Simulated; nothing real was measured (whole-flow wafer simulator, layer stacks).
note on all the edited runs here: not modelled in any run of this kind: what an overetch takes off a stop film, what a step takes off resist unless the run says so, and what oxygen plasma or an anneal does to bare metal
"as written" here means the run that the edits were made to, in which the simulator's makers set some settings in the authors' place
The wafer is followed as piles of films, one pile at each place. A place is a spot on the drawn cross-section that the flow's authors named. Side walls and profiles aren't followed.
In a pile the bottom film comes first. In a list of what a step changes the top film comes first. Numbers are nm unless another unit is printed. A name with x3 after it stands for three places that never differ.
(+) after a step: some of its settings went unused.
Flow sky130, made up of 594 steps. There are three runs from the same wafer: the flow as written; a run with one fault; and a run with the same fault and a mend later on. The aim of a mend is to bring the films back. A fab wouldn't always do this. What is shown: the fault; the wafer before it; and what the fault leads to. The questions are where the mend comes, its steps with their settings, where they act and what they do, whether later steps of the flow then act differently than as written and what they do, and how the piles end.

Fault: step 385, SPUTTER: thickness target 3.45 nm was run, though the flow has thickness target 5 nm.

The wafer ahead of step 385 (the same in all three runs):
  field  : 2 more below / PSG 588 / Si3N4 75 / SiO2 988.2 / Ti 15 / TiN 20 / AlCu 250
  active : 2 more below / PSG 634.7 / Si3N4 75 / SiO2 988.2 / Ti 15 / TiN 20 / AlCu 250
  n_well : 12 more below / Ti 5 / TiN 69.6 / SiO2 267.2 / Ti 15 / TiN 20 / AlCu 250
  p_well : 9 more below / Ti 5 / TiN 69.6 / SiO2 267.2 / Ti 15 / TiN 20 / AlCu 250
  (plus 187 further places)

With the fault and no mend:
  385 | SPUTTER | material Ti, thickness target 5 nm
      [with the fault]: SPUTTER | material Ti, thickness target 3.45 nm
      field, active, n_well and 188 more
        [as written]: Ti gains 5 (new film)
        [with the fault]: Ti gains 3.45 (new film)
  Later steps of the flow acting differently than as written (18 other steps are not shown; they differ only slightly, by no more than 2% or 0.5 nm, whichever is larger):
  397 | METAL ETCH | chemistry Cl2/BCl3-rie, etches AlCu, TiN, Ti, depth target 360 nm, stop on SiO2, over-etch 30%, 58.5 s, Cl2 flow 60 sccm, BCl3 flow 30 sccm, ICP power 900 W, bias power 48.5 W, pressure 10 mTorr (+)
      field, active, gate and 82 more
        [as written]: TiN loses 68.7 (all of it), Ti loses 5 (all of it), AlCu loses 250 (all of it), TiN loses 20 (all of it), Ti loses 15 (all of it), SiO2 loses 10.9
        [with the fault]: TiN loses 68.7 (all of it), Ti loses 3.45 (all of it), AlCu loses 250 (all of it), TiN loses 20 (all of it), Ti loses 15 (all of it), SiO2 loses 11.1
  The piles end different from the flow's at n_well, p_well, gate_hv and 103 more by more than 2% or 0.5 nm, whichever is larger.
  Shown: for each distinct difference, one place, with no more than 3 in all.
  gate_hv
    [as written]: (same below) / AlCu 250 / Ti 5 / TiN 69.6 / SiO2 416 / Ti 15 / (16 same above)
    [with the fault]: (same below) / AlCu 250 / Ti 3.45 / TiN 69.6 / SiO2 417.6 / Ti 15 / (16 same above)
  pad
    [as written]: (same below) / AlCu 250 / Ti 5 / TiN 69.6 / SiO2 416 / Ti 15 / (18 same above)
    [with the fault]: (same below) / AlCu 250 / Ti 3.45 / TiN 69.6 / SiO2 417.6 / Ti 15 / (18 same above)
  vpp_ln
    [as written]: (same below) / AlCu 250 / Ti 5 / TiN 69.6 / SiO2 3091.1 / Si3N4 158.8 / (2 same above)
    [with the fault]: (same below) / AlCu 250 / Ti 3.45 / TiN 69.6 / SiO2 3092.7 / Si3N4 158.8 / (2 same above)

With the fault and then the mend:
  After step 385 comes the mend.
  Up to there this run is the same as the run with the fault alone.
  385a | SPUTTER | material Ti, thickness target 1.55 nm (a further turn of the flow's step 385, with different settings)
      field, active, n_well and 188 more
        Ti gains 1.55
  Every later step of the flow that is run acts as written at every place that is followed.
  By the end, the piles equal the flow's at every place that both follow.
